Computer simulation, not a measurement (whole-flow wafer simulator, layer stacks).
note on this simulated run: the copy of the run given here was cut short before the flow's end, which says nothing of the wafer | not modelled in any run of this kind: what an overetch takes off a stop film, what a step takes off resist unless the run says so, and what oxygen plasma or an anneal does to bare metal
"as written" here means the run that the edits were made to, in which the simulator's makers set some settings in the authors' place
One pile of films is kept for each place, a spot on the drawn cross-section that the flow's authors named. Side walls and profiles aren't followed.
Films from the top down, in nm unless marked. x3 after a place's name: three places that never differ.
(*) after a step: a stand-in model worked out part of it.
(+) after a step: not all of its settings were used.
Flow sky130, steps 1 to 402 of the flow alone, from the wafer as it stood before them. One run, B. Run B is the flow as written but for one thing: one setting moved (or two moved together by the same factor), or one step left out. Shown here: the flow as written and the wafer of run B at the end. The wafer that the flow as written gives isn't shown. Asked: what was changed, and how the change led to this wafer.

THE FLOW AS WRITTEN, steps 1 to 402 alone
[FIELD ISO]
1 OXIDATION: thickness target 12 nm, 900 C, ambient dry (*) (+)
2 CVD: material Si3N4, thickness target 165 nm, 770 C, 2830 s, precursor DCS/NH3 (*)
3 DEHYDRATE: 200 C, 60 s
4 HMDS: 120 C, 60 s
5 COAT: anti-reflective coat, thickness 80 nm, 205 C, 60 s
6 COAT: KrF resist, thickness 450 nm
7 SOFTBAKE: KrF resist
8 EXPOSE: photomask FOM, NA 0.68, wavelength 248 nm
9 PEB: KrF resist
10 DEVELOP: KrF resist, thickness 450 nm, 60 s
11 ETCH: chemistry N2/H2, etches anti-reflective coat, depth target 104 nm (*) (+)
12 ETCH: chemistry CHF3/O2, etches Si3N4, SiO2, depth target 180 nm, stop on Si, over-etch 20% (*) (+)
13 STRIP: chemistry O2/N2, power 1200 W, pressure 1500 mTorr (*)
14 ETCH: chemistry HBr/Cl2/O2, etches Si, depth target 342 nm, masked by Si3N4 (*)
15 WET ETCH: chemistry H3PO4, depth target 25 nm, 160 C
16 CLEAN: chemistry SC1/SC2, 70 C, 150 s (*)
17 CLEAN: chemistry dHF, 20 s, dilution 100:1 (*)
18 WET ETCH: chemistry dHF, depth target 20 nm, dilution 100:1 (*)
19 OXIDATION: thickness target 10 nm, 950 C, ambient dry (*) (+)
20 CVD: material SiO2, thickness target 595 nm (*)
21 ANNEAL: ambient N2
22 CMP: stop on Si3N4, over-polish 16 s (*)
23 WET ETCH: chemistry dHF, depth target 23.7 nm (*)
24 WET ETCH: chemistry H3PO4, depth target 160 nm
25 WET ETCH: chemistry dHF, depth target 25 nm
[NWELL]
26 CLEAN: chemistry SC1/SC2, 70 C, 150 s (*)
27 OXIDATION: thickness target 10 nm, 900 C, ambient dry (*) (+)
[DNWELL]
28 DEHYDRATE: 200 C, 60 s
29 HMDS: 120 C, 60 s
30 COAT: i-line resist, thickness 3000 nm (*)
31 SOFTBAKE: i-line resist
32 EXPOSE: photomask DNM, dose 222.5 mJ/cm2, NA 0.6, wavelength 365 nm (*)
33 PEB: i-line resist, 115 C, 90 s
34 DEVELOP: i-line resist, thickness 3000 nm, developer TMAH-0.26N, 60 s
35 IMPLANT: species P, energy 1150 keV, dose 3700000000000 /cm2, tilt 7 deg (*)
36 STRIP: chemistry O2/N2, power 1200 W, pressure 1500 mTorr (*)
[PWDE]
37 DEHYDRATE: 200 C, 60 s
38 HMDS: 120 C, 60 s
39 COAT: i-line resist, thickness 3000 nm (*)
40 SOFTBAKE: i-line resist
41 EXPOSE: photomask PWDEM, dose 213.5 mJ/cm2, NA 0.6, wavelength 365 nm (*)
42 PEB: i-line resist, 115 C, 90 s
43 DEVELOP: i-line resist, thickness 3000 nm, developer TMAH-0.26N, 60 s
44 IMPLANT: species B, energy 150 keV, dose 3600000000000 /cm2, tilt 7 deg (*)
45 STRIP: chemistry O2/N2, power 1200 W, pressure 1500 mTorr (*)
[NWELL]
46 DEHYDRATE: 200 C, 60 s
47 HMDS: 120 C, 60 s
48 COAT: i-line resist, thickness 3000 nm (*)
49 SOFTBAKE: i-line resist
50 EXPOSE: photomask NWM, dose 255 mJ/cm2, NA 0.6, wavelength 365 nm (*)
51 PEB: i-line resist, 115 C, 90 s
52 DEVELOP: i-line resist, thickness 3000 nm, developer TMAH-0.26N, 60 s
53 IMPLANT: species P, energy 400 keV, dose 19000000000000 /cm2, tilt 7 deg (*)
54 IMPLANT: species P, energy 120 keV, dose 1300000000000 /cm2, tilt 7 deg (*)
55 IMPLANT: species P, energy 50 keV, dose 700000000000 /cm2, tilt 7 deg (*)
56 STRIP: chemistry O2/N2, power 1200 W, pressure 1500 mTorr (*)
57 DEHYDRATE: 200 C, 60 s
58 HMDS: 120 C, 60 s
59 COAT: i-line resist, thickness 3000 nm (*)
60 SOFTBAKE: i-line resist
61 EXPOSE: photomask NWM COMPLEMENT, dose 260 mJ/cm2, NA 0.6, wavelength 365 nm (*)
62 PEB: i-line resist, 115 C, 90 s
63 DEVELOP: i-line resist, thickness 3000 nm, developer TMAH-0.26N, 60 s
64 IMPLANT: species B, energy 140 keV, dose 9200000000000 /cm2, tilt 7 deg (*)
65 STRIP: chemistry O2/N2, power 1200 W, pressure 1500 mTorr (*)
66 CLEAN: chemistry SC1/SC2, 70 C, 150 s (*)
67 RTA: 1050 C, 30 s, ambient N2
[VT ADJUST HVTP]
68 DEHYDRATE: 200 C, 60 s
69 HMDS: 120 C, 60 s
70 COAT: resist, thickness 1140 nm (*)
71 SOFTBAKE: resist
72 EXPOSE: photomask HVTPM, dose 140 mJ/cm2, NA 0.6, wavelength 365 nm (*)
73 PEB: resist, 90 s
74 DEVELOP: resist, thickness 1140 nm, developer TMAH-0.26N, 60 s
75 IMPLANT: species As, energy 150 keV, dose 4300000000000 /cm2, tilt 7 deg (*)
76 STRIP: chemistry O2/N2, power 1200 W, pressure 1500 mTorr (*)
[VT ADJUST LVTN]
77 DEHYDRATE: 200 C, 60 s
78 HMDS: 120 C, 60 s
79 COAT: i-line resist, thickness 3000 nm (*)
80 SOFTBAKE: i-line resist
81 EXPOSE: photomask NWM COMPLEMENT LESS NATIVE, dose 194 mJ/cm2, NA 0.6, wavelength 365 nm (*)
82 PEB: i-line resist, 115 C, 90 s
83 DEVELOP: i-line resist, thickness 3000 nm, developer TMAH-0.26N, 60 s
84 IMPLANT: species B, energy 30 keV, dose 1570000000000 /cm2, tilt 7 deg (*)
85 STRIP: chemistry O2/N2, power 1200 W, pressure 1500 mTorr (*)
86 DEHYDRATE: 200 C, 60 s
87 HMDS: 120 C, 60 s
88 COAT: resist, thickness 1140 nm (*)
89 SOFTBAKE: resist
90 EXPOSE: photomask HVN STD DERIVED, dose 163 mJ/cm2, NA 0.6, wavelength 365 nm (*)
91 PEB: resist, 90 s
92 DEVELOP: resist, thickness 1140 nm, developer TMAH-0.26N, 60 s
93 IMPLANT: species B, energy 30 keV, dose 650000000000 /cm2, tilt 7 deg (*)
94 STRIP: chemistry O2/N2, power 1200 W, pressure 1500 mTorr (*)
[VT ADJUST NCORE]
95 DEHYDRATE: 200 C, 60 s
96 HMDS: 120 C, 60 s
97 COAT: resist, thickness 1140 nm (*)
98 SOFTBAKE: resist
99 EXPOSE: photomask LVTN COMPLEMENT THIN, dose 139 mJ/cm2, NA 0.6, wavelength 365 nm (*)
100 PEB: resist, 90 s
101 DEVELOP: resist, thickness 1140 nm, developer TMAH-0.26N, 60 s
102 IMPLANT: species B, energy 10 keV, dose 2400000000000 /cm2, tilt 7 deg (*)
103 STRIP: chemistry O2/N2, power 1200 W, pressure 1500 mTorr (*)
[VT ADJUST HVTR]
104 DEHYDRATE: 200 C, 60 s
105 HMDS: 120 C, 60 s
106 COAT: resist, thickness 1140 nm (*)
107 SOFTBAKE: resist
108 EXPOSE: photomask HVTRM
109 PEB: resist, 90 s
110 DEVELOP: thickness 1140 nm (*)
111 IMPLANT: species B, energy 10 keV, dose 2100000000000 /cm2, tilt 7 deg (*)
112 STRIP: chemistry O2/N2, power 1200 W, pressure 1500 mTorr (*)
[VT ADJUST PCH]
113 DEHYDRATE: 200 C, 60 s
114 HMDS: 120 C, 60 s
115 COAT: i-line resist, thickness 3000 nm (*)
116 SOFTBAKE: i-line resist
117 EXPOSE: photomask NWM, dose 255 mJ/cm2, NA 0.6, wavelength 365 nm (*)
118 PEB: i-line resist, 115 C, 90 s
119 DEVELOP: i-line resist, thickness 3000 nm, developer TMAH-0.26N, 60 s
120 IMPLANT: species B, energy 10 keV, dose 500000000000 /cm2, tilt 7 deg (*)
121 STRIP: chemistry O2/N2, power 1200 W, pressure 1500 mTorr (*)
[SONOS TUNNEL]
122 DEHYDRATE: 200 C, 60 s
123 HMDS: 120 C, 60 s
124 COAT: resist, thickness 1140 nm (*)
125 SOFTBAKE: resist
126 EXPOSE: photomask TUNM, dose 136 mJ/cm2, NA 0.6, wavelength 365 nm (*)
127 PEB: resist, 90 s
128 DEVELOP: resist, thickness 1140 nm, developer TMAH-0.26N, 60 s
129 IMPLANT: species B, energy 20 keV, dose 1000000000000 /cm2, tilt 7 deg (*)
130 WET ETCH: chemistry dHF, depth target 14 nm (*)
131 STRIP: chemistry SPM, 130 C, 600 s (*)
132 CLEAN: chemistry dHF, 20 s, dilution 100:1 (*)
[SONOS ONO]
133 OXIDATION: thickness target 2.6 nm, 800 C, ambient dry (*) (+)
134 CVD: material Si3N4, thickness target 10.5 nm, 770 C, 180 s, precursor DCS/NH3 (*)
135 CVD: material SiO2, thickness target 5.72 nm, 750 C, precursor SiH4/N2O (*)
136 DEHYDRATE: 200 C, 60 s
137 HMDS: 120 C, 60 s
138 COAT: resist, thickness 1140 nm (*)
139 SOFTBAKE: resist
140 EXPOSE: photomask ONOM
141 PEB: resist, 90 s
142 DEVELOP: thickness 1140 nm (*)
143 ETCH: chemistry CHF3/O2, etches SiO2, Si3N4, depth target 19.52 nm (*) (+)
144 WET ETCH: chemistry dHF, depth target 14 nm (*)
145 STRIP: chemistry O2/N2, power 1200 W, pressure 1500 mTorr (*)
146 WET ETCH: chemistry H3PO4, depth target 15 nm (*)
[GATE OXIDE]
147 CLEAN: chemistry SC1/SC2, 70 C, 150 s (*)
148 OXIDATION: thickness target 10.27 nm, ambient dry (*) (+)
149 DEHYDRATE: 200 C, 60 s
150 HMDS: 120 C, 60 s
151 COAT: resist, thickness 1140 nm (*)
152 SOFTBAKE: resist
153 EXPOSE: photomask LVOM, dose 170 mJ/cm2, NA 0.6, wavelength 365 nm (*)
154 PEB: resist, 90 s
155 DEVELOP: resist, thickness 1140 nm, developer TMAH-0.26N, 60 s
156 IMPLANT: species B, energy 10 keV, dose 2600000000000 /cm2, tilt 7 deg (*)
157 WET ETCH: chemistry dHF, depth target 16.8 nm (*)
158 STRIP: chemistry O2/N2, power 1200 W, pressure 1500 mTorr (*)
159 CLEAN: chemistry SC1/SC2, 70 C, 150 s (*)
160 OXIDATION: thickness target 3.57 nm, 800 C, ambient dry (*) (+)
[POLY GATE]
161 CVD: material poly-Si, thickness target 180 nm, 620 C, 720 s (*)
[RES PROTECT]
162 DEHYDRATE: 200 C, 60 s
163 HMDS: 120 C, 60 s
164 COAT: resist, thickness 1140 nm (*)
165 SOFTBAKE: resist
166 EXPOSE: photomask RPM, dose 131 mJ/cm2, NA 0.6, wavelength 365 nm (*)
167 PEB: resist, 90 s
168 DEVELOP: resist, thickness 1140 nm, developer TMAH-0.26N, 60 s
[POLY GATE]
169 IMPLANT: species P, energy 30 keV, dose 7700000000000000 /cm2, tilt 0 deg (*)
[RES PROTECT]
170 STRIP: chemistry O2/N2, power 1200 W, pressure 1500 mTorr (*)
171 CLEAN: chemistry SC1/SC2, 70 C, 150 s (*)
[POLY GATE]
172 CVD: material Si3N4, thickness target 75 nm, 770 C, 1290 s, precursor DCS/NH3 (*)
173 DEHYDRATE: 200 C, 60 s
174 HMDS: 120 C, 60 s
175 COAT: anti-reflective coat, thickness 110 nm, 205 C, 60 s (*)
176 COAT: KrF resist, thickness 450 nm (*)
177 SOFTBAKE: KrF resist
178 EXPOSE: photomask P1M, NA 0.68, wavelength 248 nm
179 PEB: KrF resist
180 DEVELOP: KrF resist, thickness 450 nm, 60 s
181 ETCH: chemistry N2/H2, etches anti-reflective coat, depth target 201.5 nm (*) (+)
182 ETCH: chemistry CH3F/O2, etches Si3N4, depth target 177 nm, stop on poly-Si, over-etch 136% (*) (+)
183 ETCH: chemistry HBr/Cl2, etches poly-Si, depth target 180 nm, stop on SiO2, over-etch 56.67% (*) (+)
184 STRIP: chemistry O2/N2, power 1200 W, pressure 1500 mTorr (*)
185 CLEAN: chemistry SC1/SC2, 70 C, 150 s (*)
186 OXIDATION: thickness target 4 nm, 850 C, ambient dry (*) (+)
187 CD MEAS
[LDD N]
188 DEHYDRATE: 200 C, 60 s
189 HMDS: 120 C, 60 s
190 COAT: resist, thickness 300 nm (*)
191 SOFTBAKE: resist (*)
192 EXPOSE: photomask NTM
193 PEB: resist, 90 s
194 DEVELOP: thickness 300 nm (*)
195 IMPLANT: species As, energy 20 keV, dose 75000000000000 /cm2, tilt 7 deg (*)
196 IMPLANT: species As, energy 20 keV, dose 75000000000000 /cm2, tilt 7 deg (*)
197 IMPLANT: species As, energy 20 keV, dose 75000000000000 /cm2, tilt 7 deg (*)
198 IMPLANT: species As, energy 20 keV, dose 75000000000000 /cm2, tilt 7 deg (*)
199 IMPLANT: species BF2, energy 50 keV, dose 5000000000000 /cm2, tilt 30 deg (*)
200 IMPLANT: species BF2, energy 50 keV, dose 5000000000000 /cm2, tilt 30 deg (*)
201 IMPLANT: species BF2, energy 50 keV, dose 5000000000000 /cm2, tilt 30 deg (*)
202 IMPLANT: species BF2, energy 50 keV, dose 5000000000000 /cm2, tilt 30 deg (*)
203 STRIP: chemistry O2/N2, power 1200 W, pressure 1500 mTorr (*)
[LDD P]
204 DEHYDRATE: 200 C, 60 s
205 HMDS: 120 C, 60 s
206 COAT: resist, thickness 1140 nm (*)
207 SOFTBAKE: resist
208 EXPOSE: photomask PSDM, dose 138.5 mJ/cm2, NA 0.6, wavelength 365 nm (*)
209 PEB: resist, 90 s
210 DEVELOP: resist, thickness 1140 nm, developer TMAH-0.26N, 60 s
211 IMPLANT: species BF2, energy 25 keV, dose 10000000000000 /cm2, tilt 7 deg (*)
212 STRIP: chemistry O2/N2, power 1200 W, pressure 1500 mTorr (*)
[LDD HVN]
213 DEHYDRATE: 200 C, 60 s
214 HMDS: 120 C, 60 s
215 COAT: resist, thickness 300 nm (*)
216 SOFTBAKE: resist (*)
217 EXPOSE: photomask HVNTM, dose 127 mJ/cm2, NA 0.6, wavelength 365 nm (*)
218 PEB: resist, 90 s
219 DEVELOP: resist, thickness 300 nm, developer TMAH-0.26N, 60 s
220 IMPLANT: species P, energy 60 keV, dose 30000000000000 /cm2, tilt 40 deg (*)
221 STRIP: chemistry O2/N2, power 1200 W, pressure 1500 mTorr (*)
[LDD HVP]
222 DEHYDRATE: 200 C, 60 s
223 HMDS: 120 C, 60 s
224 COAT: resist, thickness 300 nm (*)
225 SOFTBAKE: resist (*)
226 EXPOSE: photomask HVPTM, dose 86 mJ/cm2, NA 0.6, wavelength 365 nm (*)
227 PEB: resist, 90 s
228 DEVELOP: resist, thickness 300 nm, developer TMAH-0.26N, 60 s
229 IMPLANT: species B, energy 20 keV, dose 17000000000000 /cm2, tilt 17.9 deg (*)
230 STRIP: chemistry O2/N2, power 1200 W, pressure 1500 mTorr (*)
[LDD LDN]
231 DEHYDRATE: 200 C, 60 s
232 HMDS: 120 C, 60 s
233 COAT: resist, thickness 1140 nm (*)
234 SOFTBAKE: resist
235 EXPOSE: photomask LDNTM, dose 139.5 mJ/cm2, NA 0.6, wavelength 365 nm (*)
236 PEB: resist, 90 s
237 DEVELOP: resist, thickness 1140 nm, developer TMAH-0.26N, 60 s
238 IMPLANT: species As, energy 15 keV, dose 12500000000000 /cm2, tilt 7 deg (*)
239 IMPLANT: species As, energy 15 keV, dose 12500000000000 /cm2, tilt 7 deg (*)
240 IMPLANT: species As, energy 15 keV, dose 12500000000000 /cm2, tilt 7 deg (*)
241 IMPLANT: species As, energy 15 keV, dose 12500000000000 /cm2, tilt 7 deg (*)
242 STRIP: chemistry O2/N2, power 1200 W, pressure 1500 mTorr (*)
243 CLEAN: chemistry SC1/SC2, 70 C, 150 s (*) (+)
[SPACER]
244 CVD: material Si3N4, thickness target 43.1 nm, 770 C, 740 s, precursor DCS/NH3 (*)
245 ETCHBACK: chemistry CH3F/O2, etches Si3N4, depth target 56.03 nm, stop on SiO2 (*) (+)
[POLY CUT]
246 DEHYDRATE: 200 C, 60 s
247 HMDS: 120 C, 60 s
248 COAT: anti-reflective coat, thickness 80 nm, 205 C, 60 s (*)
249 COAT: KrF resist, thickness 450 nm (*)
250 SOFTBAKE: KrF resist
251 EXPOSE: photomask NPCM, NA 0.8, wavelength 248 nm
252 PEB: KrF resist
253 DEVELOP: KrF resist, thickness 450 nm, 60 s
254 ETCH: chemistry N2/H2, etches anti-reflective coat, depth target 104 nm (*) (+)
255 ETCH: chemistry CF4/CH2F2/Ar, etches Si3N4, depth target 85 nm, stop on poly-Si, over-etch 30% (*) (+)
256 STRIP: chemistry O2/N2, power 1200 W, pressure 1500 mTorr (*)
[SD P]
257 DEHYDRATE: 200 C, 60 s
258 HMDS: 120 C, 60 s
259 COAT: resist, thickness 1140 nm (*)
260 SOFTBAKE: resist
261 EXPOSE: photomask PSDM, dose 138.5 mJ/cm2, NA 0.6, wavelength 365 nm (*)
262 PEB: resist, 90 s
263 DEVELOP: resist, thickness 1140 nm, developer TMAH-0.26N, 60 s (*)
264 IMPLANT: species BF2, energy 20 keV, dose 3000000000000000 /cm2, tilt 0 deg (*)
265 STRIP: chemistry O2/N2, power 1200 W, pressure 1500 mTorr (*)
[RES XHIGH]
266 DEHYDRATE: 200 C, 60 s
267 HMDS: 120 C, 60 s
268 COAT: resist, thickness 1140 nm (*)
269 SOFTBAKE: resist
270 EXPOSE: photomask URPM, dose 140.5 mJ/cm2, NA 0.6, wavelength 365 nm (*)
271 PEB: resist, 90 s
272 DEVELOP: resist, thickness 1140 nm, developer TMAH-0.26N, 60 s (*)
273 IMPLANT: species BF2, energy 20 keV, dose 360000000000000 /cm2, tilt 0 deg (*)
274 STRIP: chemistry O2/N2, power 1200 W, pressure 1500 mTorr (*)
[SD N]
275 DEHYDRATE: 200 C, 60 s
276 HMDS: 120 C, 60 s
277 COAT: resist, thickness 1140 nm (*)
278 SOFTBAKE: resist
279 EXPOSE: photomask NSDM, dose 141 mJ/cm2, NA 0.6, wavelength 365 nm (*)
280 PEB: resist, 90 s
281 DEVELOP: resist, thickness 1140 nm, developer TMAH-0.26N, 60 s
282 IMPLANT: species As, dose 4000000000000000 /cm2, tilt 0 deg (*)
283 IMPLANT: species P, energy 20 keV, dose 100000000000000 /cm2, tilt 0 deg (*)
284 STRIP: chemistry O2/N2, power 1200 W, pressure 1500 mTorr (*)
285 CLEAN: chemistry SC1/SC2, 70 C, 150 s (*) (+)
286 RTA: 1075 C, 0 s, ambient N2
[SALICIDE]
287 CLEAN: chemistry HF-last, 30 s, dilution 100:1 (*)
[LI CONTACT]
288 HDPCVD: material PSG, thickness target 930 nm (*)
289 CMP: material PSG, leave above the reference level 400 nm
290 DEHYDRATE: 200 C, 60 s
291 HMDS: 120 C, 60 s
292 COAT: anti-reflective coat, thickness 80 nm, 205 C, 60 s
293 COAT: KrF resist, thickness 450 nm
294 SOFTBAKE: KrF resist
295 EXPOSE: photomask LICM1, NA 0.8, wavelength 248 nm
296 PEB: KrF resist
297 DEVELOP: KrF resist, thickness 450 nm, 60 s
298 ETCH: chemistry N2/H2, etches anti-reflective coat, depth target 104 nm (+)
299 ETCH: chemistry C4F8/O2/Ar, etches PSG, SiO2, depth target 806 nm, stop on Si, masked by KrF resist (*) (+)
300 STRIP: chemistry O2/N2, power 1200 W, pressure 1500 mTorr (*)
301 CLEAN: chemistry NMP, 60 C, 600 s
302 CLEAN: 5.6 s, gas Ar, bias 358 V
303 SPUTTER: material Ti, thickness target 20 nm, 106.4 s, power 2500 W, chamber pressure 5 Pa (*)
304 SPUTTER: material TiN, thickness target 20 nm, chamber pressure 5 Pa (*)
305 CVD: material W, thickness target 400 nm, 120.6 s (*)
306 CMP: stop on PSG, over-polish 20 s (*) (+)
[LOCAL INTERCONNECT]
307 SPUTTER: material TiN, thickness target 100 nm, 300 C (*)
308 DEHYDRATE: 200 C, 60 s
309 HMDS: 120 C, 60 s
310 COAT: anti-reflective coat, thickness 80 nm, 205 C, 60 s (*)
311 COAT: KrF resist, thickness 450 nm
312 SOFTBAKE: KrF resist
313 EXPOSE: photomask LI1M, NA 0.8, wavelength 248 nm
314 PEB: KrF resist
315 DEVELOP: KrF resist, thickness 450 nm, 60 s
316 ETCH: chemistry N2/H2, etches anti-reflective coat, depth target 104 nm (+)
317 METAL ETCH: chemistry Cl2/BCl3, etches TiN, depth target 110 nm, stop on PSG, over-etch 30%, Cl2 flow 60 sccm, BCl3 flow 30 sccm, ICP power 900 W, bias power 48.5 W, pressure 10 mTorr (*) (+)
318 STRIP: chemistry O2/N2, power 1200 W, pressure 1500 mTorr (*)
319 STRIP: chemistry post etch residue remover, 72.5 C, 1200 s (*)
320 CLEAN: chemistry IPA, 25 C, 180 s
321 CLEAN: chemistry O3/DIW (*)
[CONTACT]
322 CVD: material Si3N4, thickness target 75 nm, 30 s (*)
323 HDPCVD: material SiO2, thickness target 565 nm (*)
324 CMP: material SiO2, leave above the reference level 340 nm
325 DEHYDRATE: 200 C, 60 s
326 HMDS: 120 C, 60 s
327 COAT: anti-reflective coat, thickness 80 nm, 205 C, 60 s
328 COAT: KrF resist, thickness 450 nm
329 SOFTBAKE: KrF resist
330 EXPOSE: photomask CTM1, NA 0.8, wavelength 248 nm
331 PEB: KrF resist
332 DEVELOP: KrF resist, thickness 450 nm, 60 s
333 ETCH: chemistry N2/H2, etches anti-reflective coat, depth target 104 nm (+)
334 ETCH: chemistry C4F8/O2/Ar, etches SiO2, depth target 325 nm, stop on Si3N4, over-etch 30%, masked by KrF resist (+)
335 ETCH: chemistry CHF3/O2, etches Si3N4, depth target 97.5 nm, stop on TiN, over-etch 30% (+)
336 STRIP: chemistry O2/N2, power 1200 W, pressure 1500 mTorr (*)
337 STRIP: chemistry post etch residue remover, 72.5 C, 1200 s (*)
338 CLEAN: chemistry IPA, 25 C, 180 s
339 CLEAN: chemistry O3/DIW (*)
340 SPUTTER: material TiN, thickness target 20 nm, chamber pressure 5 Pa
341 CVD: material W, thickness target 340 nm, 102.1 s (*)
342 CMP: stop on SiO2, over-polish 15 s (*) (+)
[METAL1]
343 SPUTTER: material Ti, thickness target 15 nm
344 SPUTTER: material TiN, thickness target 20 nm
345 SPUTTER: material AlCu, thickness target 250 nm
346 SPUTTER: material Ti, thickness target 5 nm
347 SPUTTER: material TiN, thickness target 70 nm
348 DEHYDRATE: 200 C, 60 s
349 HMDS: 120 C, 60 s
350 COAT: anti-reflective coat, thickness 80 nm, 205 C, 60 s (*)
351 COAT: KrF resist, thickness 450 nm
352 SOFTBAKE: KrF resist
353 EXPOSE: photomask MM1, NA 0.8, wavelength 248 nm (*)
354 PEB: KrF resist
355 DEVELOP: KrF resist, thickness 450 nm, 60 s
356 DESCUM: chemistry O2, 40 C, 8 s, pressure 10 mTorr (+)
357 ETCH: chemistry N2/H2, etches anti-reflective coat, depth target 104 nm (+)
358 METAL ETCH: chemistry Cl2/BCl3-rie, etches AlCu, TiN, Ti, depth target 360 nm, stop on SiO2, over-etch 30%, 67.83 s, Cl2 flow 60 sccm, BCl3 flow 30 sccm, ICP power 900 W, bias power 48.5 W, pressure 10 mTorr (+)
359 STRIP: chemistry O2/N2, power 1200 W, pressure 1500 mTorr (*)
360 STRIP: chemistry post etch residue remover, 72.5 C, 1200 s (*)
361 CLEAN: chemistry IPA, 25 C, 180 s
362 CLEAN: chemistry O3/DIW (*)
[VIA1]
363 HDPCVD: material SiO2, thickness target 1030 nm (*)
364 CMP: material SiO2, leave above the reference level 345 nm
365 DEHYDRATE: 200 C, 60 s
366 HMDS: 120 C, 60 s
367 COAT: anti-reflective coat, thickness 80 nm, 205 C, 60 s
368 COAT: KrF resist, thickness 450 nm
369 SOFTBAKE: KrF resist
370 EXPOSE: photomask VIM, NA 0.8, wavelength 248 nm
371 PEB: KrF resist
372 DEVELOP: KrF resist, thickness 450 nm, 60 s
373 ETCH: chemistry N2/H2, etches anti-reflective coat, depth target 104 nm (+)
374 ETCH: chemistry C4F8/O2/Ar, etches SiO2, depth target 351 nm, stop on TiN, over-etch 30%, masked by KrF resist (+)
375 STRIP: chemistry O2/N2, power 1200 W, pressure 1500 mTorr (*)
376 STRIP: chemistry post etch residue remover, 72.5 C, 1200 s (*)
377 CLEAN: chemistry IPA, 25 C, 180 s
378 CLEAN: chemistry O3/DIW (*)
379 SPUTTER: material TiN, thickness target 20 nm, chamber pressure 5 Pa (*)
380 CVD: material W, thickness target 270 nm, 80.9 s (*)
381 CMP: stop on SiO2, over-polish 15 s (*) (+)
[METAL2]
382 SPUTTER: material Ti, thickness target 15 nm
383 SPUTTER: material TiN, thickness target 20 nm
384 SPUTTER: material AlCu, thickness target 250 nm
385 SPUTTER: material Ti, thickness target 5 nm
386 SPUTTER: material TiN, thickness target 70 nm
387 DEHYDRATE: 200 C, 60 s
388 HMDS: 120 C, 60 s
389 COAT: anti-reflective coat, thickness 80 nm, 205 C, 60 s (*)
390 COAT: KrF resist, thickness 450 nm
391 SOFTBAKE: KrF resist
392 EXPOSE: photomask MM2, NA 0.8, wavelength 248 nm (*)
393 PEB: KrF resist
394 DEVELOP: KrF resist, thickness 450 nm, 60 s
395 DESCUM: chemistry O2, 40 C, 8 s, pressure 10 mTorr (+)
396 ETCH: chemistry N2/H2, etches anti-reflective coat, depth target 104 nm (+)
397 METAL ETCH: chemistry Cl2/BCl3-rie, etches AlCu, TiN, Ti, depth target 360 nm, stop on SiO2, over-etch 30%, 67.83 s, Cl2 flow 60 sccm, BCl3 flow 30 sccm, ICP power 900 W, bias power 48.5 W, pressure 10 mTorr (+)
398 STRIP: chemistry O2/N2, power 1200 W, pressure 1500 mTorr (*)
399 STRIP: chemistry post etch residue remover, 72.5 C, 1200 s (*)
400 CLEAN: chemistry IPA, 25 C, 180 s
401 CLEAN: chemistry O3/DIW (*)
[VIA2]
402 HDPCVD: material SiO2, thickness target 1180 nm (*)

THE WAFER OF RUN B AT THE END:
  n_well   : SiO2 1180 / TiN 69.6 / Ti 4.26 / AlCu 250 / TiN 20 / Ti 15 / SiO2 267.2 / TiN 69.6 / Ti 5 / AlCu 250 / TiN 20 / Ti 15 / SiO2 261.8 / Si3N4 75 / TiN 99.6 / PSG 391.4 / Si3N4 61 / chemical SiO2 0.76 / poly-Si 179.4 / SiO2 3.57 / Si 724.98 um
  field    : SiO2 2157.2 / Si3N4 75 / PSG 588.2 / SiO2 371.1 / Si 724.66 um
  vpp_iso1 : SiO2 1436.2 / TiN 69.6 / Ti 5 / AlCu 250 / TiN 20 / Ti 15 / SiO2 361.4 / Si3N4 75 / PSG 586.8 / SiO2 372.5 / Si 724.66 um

The cause: step 385, SPUTTER: thickness target 4.26 nm was run, where the flow has thickness target 5 nm.
It can be read off the wafer: n_well has Ti 4.26, and step 385 as written asks for 5 nm.

How the change led to this, step by step:
  385 SPUTTER: material Ti, thickness target 5 nm
      field, active, n_well and 188 more: Ti +4.26 (new film) (as written it would be: Ti +5 (new film))
  397 METAL ETCH: chemistry Cl2/BCl3-rie, etches AlCu, TiN, Ti, depth target 360 nm, stop on SiO2, over-etch 30%, 67.83 s, Cl2 flow 60 sccm, BCl3 flow 30 sccm, ICP power 900 W, bias power 48.5 W, pressure 10 mTorr (+)
      field, active, gate and 82 more: TiN -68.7 (all of it), Ti -4.26 (all of it), AlCu -250 (all of it), TiN -20 (all of it), Ti -15 (all of it), SiO2 -11 (as written it would be: TiN -68.7 (all of it), Ti -5 (all of it), AlCu -250 (all of it), TiN -20 (all of it), Ti -15 (all of it), SiO2 -10.9)
